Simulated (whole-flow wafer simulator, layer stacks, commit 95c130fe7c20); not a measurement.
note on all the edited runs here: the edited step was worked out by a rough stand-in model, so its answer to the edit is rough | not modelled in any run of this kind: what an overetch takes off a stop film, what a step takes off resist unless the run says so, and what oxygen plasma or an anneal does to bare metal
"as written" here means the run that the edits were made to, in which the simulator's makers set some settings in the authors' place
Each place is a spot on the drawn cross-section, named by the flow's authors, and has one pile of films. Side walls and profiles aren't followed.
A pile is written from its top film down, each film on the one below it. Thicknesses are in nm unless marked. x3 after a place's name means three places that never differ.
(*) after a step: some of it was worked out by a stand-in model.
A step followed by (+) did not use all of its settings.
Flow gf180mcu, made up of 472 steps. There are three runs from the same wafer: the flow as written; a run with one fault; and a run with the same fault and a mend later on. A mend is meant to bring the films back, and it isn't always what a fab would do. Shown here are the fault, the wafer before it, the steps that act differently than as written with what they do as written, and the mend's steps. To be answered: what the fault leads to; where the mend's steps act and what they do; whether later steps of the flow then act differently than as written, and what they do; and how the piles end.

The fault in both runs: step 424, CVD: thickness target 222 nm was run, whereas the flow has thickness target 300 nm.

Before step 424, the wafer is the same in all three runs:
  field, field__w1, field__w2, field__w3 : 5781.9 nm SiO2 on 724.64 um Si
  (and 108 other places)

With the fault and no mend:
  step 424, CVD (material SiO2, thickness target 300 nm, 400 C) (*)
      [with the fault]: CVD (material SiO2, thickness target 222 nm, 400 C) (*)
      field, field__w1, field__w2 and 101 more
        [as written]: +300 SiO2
        [with the fault]: +222 SiO2
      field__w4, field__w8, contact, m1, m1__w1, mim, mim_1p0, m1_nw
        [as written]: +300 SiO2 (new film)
        [with the fault]: +222 SiO2 (new film)
  Steps later in the flow that act otherwise than as written (2 other steps are not shown; they differ only slightly, by no more than 2% or 0.5 nm, whichever is larger):
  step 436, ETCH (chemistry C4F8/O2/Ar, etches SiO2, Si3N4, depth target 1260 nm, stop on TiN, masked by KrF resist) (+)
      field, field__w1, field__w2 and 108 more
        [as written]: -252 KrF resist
        [with the fault]: -238 KrF resist
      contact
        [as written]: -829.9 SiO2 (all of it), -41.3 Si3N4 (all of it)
        [with the fault]: -751.9 SiO2 (all of it), -41.3 Si3N4 (all of it)
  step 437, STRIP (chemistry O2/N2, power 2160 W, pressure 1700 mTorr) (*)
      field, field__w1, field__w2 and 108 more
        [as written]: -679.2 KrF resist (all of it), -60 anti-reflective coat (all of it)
        [with the fault]: -693.2 KrF resist (all of it), -60 anti-reflective coat (all of it)
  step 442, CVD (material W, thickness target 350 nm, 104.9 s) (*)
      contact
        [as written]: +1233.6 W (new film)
        [with the fault]: +1155 W (new film)
  The piles end different from the flow's at field__w4, field__w8, contact, m1, m1__w1, mim, mim_1p0, m1_nw by more than 2% or 0.5 nm, whichever is larger.
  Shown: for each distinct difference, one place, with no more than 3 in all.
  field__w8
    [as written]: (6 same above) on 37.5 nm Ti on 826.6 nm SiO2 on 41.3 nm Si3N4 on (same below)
    [with the fault]: (6 same above) on 37.5 nm Ti on 748.6 nm SiO2 on 41.3 nm Si3N4 on (same below)
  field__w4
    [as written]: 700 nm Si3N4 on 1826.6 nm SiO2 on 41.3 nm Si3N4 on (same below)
    [with the fault]: 700 nm Si3N4 on 1748.6 nm SiO2 on 41.3 nm Si3N4 on (same below)
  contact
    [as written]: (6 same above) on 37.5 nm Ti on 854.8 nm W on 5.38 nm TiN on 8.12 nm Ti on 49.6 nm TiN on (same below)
    [with the fault]: (6 same above) on 37.5 nm Ti on 776.2 nm W on 5.63 nm TiN on 8.49 nm Ti on 49.6 nm TiN on (same below)

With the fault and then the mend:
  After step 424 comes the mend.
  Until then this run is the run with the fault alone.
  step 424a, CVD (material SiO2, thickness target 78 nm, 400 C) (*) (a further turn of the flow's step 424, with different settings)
      field, field__w1, field__w2 and 109 more
        +78 SiO2
  None of the later steps of the flow acts differently than as written at any place that is followed.
  At every place that both follow, the piles at the end match the flow's.
